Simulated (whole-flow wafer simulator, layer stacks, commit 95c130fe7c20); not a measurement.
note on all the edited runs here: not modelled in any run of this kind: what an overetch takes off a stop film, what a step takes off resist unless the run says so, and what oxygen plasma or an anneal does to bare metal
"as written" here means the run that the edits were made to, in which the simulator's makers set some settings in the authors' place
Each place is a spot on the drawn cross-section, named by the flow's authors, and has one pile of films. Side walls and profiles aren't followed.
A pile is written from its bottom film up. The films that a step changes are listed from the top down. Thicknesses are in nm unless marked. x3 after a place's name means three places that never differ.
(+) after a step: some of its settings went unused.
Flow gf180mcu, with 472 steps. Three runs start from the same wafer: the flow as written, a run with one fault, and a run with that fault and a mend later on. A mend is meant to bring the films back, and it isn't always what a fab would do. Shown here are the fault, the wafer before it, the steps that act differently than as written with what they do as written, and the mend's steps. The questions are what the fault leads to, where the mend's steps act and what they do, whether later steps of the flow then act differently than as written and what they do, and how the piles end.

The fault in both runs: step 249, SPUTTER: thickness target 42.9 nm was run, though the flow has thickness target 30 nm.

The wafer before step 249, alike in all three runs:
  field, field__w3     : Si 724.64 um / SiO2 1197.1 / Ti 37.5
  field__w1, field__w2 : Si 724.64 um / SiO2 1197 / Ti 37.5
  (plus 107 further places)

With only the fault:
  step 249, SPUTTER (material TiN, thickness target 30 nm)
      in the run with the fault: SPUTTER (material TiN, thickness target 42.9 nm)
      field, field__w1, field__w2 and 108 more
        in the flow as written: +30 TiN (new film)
        in the run with the fault: +42.9 TiN (new film)
  Steps further on in the flow that do not act as written:
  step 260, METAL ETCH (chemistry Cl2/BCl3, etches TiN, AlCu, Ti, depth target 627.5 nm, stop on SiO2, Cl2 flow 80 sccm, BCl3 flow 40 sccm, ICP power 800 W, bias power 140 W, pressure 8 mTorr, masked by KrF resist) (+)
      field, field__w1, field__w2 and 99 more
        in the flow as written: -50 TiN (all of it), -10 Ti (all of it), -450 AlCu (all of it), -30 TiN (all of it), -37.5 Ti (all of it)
        in the run with the fault: -50 TiN (all of it), -10 Ti (all of it), -450 AlCu (all of it), -42.9 TiN (all of it), -37.5 Ti (all of it)
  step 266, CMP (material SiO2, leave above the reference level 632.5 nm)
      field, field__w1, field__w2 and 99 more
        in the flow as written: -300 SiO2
        in the run with the fault: -287.1 SiO2
  By the end, the piles at field__w8, contact, m1 and 6 more depart from the flow's by more than 2% or 0.5 nm, whichever is larger.
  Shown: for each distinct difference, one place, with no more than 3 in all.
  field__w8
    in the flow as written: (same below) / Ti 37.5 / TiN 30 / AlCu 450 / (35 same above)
    in the run with the fault: (same below) / Ti 37.5 / TiN 42.9 / AlCu 450 / (35 same above)
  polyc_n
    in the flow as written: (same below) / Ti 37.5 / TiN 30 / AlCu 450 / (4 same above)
    in the run with the fault: (same below) / Ti 37.5 / TiN 42.9 / AlCu 450 / (4 same above)
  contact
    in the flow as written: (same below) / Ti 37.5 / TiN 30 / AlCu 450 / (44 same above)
    in the run with the fault: (same below) / Ti 37.5 / TiN 42.9 / AlCu 450 / (44 same above)

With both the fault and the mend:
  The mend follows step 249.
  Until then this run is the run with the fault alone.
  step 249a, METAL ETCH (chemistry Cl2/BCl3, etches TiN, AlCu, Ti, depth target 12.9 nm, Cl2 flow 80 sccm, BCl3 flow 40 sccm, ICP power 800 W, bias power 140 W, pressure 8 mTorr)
      field, field__w1, field__w2 and 108 more
        -12.9 TiN
  Every later step of the flow that is run acts as written at every place that is followed.
  By the end, the piles equal the flow's at every place that both follow.
